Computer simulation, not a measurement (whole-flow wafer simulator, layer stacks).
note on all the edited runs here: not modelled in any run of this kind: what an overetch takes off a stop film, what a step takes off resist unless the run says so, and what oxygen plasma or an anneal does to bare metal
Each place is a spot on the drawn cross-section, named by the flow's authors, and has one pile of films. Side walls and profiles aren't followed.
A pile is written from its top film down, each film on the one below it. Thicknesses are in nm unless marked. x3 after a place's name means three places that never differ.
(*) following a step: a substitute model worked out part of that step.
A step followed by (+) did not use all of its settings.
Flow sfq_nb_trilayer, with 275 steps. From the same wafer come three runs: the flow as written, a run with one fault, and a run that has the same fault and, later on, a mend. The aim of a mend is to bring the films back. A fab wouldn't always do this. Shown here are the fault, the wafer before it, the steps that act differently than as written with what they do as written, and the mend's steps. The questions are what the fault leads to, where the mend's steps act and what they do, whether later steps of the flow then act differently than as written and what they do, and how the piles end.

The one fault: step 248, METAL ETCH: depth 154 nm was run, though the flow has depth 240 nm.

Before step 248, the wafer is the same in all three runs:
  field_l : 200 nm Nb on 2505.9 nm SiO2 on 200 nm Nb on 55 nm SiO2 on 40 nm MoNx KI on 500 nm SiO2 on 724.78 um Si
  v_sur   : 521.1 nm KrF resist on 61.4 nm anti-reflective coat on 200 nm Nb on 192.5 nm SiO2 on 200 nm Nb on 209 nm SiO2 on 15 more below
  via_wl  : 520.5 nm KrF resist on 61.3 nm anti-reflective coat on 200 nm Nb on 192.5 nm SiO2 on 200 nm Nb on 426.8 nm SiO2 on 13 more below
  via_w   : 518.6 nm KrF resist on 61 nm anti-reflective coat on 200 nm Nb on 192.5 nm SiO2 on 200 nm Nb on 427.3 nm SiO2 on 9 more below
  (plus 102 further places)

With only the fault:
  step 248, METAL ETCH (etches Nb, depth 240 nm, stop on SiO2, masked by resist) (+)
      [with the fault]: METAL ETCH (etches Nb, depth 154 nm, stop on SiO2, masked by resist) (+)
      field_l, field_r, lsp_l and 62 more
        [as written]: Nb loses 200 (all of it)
        [with the fault]: Nb loses 154
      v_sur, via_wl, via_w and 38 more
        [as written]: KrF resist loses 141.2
        [with the fault]: KrF resist loses 90.6
  Steps further on in the flow that do not act as written:
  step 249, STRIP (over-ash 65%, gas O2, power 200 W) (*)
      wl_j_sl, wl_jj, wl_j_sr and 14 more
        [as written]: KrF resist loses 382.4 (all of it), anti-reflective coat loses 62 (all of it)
        [with the fault]: KrF resist loses 433 (all of it), anti-reflective coat loses 62 (all of it)
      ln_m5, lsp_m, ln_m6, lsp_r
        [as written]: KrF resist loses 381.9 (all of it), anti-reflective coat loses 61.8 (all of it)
        [with the fault]: KrF resist loses 432.5 (all of it), anti-reflective coat loses 61.8 (all of it)
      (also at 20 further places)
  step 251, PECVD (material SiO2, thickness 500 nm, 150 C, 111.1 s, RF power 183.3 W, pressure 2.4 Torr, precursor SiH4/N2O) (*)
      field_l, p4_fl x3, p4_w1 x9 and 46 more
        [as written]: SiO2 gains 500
        [with the fault]: SiO2 gains 500 (new film)
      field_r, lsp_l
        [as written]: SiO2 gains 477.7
        [with the fault]: SiO2 gains 482.8 (new film)
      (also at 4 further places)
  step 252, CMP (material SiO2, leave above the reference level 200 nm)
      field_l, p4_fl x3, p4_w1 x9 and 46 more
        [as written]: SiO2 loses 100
        [with the fault]: SiO2 loses 146
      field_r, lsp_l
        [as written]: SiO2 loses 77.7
        [with the fault]: SiO2 loses 128.8
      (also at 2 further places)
  By the end, the piles at field_l, field_r, lsp_l and 62 more depart from the flow's by more than 2% or 0.5 nm, whichever is larger.
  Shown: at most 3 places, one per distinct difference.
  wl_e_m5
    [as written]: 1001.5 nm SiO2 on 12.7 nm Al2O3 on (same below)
    [with the fault]: 354 nm SiO2 on 46 nm Nb on 601.5 nm SiO2 on 12.7 nm Al2O3 on (same below)
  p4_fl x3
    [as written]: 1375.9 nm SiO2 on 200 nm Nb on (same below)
    [with the fault]: 354 nm SiO2 on 46 nm Nb on 975.9 nm SiO2 on 200 nm Nb on (same below)
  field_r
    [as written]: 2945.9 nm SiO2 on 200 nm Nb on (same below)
    [with the fault]: 354 nm SiO2 on 46 nm Nb on 2545.9 nm SiO2 on 200 nm Nb on (same below)

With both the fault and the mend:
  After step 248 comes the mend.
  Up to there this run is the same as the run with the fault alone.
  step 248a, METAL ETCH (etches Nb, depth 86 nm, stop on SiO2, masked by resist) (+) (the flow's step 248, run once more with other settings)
      field_l, field_r, lsp_l and 62 more
        Nb loses 46 (all of it)
      v_sur, via_wl, via_w and 38 more
        KrF resist loses 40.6
  Steps further on in the flow that do not act as written:
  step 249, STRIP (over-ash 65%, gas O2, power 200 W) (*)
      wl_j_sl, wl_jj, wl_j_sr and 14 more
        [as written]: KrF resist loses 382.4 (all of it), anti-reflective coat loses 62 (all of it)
        [with the mend]: KrF resist loses 392.4 (all of it), anti-reflective coat loses 62 (all of it)
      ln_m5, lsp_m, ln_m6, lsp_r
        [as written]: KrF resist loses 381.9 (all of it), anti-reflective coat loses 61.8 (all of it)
        [with the mend]: KrF resist loses 391.9 (all of it), anti-reflective coat loses 61.8 (all of it)
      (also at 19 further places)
  By the end, the piles equal the flow's at every place that both follow.
